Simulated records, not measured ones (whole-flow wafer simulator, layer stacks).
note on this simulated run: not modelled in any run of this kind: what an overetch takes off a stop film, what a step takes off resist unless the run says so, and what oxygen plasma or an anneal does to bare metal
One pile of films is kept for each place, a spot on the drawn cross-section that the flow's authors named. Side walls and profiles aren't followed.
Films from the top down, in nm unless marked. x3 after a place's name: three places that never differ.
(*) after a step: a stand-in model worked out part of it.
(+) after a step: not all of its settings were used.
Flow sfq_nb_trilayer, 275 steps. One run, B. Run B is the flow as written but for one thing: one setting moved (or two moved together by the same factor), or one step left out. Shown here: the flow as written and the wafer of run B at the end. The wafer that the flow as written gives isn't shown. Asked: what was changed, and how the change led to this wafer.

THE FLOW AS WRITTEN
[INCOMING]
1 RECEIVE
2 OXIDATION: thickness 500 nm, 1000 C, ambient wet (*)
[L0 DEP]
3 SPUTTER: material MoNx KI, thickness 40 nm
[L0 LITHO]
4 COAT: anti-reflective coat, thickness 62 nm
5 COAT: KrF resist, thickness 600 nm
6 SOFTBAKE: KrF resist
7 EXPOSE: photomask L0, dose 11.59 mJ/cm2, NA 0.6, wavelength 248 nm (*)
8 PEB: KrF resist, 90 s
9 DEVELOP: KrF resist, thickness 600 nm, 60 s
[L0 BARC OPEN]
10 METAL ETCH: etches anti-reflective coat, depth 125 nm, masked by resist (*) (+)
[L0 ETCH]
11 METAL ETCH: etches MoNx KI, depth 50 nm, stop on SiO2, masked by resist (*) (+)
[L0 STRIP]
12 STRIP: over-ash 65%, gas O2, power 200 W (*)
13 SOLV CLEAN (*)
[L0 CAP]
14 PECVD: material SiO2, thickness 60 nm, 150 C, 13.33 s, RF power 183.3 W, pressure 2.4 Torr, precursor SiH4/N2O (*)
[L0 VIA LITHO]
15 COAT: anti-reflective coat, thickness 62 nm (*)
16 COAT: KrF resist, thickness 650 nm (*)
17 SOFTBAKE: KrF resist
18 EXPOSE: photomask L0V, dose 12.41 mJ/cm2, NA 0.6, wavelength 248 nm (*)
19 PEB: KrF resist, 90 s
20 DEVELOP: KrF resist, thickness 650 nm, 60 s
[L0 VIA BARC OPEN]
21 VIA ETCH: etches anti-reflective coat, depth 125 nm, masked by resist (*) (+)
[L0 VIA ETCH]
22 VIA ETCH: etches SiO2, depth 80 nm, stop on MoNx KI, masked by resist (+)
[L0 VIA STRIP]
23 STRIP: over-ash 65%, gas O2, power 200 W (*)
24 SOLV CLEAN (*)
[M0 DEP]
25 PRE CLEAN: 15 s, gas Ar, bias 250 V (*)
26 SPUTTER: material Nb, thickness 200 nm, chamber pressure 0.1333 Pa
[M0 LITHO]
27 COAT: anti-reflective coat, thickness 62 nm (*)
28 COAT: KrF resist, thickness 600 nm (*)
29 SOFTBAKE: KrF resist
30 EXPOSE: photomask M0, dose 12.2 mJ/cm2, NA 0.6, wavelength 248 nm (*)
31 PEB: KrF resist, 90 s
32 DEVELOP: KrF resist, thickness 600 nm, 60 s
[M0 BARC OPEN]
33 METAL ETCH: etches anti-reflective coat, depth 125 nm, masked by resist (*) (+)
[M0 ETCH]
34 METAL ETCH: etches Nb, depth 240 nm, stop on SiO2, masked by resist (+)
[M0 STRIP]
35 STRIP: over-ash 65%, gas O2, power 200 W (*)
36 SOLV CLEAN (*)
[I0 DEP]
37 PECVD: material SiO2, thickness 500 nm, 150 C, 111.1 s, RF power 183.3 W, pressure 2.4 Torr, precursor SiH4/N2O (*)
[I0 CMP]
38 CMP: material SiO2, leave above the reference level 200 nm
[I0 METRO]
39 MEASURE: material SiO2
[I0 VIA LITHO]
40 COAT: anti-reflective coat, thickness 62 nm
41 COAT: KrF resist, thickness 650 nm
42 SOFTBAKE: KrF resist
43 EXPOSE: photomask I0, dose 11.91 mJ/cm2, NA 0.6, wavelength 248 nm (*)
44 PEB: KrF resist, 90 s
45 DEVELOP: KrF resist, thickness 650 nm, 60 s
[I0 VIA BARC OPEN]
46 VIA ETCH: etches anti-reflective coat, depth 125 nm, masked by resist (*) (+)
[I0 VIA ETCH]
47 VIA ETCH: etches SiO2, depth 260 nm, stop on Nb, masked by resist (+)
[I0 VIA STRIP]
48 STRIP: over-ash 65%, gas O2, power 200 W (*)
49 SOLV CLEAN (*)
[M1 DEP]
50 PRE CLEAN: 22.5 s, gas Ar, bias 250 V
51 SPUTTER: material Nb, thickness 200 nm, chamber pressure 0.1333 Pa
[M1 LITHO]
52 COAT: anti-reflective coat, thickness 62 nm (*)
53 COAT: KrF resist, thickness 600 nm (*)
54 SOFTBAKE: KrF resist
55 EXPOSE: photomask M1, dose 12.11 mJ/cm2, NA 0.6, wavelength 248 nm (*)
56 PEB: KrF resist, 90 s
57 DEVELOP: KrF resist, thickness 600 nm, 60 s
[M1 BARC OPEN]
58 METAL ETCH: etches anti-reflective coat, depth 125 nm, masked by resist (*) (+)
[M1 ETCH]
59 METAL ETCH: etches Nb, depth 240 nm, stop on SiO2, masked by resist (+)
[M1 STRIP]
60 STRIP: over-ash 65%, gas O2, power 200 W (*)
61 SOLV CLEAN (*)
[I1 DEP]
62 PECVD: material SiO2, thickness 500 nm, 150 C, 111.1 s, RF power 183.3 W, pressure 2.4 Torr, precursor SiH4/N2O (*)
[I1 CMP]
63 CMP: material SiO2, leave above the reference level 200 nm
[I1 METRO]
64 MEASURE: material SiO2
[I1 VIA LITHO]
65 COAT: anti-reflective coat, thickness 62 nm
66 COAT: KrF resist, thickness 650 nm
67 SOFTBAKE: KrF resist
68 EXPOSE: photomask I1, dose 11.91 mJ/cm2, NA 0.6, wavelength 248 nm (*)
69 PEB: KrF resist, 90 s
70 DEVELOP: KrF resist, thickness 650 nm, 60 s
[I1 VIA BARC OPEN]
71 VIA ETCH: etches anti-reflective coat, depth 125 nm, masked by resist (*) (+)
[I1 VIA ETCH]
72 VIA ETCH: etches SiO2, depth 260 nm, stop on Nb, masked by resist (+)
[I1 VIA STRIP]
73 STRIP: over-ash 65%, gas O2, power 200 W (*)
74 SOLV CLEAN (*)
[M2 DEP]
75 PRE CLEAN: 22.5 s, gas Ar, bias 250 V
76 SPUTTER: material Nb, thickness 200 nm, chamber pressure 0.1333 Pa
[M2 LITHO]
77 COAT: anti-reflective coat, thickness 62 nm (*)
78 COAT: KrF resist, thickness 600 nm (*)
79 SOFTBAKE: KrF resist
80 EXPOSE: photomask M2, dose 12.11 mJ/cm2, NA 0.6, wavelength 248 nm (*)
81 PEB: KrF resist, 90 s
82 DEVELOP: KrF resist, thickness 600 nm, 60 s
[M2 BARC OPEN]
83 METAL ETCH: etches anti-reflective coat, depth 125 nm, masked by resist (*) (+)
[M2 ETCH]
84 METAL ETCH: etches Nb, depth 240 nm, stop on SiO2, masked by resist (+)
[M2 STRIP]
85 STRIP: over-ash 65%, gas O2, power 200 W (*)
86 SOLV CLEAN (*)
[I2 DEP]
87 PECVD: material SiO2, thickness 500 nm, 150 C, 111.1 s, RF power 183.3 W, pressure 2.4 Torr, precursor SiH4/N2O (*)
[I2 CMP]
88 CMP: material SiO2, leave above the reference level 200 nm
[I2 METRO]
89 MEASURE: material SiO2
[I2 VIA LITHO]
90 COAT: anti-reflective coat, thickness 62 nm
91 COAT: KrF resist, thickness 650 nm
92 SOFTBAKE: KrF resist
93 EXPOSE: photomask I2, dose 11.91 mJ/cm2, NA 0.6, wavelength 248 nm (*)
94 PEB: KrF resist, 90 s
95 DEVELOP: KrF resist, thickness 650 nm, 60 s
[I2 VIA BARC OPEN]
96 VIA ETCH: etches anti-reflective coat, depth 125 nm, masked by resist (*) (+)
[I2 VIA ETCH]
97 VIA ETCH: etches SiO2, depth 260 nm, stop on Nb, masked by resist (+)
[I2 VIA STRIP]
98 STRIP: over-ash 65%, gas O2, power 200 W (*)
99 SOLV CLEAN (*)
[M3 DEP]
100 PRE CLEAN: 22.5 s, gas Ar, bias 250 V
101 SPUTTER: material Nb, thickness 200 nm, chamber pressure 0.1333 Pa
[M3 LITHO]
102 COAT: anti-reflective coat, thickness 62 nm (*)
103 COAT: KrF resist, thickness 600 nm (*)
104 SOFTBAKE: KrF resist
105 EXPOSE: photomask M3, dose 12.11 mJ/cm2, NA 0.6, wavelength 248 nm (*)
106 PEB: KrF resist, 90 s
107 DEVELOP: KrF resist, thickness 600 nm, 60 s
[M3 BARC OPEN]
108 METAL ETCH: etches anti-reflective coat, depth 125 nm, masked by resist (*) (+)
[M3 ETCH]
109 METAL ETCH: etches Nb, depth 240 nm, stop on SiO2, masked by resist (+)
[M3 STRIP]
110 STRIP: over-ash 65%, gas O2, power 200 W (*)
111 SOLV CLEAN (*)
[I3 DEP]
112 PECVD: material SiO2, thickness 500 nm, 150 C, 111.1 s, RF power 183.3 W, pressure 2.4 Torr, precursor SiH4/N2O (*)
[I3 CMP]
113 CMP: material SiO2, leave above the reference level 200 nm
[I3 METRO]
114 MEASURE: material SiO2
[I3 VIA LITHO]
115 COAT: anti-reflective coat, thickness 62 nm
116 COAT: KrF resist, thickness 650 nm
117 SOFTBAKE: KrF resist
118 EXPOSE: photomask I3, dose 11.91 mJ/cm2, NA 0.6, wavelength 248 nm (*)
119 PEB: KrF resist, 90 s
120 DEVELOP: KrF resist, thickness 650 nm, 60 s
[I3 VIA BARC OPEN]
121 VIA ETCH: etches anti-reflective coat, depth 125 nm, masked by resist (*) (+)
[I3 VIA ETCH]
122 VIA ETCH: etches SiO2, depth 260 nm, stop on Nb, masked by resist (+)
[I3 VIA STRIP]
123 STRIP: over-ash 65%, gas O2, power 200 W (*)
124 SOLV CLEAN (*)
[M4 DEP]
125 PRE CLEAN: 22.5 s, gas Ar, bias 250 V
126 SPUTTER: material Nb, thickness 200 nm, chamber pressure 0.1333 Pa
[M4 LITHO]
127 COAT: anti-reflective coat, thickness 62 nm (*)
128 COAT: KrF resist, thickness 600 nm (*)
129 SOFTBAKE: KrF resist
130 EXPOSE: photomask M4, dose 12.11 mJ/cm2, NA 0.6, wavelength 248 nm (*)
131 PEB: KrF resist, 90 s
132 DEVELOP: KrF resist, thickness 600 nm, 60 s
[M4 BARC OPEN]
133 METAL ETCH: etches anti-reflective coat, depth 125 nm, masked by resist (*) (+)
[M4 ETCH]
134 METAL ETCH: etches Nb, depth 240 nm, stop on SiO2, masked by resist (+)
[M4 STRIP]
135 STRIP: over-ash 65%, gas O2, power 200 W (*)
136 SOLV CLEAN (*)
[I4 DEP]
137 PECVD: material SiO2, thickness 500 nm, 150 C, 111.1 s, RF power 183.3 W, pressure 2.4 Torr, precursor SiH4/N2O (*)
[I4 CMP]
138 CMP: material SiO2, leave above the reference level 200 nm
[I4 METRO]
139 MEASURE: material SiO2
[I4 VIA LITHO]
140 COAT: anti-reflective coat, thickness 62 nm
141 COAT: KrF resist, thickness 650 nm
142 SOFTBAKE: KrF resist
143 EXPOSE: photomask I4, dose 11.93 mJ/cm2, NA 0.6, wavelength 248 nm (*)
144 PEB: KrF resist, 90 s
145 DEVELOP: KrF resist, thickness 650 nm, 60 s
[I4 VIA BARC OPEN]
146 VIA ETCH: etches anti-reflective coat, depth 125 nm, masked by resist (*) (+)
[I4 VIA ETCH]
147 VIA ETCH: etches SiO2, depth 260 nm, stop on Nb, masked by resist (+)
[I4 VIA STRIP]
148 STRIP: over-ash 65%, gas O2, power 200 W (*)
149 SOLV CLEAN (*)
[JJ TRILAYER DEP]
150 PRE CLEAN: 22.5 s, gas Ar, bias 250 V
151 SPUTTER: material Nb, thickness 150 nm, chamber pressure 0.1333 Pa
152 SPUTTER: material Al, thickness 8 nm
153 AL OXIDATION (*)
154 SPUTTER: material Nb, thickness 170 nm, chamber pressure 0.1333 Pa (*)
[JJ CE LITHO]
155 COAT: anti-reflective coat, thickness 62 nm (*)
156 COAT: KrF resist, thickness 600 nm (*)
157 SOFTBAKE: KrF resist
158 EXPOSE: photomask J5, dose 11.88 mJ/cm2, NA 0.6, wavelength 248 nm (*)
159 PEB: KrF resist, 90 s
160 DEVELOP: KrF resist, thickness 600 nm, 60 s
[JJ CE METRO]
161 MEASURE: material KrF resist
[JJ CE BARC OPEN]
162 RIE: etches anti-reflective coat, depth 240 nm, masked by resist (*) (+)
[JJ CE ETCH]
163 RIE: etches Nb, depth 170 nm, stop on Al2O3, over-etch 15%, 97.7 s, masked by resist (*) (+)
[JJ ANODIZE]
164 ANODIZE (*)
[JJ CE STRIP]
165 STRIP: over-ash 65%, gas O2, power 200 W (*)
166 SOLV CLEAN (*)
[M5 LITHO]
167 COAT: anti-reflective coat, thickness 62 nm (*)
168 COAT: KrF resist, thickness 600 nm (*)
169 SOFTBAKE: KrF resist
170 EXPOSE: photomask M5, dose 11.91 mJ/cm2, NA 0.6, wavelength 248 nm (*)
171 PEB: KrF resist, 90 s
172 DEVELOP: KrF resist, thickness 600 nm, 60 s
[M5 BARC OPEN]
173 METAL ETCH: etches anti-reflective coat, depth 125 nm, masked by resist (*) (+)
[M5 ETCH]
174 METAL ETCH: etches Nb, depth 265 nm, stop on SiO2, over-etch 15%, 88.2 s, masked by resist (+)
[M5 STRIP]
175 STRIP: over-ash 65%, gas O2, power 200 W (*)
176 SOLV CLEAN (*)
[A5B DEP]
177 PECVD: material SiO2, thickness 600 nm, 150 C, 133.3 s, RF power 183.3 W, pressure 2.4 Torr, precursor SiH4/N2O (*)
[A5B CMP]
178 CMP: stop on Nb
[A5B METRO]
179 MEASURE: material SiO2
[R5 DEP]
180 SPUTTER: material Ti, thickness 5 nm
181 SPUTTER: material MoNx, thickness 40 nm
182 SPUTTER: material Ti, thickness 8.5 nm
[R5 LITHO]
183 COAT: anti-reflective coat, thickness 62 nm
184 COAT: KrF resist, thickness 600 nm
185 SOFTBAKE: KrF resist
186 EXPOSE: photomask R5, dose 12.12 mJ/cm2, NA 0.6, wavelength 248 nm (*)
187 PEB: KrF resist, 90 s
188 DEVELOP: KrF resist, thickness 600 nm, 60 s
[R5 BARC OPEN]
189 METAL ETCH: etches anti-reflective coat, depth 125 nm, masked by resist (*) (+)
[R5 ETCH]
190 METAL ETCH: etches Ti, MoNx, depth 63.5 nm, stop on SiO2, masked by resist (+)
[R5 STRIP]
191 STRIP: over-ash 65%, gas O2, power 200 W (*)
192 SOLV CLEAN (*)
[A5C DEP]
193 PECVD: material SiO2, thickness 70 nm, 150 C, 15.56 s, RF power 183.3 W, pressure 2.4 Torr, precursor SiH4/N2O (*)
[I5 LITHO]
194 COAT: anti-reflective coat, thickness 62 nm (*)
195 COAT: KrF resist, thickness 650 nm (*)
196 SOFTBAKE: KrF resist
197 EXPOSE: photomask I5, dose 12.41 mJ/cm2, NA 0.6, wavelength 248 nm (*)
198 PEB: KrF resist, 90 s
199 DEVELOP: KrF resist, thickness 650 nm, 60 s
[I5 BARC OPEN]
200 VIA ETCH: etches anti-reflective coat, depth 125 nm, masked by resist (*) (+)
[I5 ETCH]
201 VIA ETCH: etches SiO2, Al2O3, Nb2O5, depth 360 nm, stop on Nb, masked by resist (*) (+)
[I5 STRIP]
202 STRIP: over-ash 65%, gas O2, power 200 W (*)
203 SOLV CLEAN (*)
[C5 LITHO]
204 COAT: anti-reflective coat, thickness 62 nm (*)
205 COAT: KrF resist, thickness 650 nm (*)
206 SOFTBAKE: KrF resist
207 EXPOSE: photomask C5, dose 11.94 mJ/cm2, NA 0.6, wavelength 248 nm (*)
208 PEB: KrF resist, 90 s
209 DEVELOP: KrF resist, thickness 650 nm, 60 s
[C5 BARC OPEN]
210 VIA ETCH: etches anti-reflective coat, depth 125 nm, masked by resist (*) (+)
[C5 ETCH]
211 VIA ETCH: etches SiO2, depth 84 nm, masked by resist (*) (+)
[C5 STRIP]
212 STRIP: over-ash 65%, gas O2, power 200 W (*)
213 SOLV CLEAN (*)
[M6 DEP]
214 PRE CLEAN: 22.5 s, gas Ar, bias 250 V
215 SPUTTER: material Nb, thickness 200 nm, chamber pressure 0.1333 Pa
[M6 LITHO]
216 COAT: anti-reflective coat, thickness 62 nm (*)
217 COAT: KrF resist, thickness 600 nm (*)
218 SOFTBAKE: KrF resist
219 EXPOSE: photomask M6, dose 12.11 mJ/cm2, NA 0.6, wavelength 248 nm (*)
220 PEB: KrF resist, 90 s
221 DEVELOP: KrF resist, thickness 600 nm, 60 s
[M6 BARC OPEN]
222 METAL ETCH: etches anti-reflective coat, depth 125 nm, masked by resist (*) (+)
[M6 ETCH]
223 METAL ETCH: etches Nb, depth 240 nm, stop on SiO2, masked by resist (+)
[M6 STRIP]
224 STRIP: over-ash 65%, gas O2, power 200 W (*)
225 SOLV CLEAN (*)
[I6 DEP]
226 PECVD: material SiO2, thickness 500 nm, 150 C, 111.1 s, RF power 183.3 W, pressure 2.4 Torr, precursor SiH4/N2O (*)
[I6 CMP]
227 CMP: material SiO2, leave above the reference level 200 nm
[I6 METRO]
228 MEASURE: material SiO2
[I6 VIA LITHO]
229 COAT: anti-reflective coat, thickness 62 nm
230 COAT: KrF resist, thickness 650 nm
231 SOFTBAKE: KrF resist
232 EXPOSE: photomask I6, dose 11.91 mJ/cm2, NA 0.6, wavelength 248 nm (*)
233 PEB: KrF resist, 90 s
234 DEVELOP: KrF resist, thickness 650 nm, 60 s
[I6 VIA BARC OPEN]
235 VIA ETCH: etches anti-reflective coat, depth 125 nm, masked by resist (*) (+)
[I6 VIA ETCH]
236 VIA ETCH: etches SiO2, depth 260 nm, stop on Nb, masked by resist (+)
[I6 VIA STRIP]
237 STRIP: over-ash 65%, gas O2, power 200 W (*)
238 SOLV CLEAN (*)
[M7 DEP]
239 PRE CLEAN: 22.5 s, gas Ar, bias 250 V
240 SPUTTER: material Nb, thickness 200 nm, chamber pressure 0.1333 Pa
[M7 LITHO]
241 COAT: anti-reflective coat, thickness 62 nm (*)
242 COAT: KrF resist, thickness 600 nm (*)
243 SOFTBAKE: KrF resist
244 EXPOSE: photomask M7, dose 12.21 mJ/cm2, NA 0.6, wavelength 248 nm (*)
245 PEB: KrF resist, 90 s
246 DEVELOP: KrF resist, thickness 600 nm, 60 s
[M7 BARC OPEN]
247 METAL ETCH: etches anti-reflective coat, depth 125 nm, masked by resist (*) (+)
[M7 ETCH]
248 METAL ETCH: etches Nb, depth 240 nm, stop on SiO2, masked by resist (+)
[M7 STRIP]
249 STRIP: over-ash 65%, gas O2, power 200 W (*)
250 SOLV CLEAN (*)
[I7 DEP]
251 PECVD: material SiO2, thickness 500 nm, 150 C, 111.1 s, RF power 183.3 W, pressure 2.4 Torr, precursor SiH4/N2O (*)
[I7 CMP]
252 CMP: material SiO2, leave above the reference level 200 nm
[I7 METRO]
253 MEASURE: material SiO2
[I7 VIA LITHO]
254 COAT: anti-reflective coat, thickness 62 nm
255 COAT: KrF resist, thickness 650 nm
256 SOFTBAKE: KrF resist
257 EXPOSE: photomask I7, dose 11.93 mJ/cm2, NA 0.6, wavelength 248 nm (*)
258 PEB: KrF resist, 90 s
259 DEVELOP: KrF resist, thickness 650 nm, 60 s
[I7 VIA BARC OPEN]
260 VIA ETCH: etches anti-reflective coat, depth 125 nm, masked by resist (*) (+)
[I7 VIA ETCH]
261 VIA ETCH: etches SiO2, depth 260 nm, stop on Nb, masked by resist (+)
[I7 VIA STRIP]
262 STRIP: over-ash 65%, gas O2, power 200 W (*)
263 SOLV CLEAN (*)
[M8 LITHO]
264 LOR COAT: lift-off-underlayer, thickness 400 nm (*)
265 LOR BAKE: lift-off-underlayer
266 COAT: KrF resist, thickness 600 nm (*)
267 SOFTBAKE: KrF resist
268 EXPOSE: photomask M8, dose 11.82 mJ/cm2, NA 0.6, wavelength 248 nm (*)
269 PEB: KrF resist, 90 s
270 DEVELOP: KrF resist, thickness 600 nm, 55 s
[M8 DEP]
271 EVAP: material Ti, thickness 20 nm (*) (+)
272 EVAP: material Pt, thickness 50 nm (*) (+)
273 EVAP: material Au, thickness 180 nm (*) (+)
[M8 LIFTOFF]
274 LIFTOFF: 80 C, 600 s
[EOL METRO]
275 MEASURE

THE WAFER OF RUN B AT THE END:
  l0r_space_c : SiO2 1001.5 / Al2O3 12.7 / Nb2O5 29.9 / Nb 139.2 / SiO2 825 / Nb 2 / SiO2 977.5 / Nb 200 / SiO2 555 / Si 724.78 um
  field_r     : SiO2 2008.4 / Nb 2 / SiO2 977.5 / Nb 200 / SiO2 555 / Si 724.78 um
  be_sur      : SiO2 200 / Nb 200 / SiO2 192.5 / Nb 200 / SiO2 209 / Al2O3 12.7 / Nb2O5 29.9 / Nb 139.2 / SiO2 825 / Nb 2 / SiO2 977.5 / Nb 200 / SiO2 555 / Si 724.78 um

The cause: step 101, SPUTTER: thickness 242 nm was run, where the flow has thickness 200 nm.

How the change led to this, step by step:
  101 SPUTTER: material Nb, thickness 200 nm, chamber pressure 0.1333 Pa
      field_l, v_sur, via_wl and 102 more: Nb +242 (new film) (as written it would be: Nb +200 (new film))
      via_w: Nb +200.8 (as written it would be: Nb +165.5)
  102 COAT: anti-reflective coat, thickness 62 nm (*)
      via_wl, via_wr: anti-reflective coat +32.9 (new film) (as written it would be: anti-reflective coat +34.2 (new film))
  109 METAL ETCH: etches Nb, depth 240 nm, stop on SiO2, masked by resist (+)
      field_l, be, be_sur and 72 more: Nb -240 (as written it would be: Nb -200 (all of it))
  110 STRIP: over-ash 65%, gas O2, power 200 W (*)
      via_wl: KrF resist -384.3 (all of it), anti-reflective coat -32.9 (all of it) (as written it would be: KrF resist -384.2 (all of it), anti-reflective coat -34.2 (all of it))
      via_wr: KrF resist -384.4 (all of it), anti-reflective coat -32.9 (all of it) (as written it would be: KrF resist -384.2 (all of it), anti-reflective coat -34.2 (all of it))
  112 PECVD: material SiO2, thickness 500 nm, 150 C, 111.1 s, RF power 183.3 W, pressure 2.4 Torr, precursor SiH4/N2O (*)
      field_l, be, be_sur and 64 more: SiO2 +500 (new film) (as written it would be: SiO2 +500)
      p4_g1, p4_g2, p3_s0, p3_s1, p3_s2, p3_s3, p3_s4, p3_s5: SiO2 +597.1 (new film) (as written it would be: SiO2 +557.1)
      (and at 1 more place)
  113 CMP: material SiO2, leave above the reference level 200 nm
      field_l, be, be_sur and 64 more: SiO2 -60 (as written it would be: SiO2 -100)
      via_w: SiO2 -157.1 (as written it would be: SiO2 -181.6)
Counting metal films that touch as one body, l0r_space_c has 3 bodies (between them, from the top down: SiO2 825; SiO2 977.5); the flow as written gives 2 bodies (between them, from the top down: SiO2 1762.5).
Counting metal films that touch as one body, field_r has 2 bodies (between them, from the top down: SiO2 977.5); the flow as written gives 1 body.
Counting metal films that touch as one body, be_sur has 5 bodies (between them, from the top down: SiO2 192.5; SiO2 209 / Al2O3 12.7 / Nb2O5 29.9; SiO2 825; SiO2 977.5); the flow as written gives 4 bodies (between them, from the top down: SiO2 192.5; SiO2 209 / Al2O3 12.7 / Nb2O5 29.9; SiO2 1762.5).
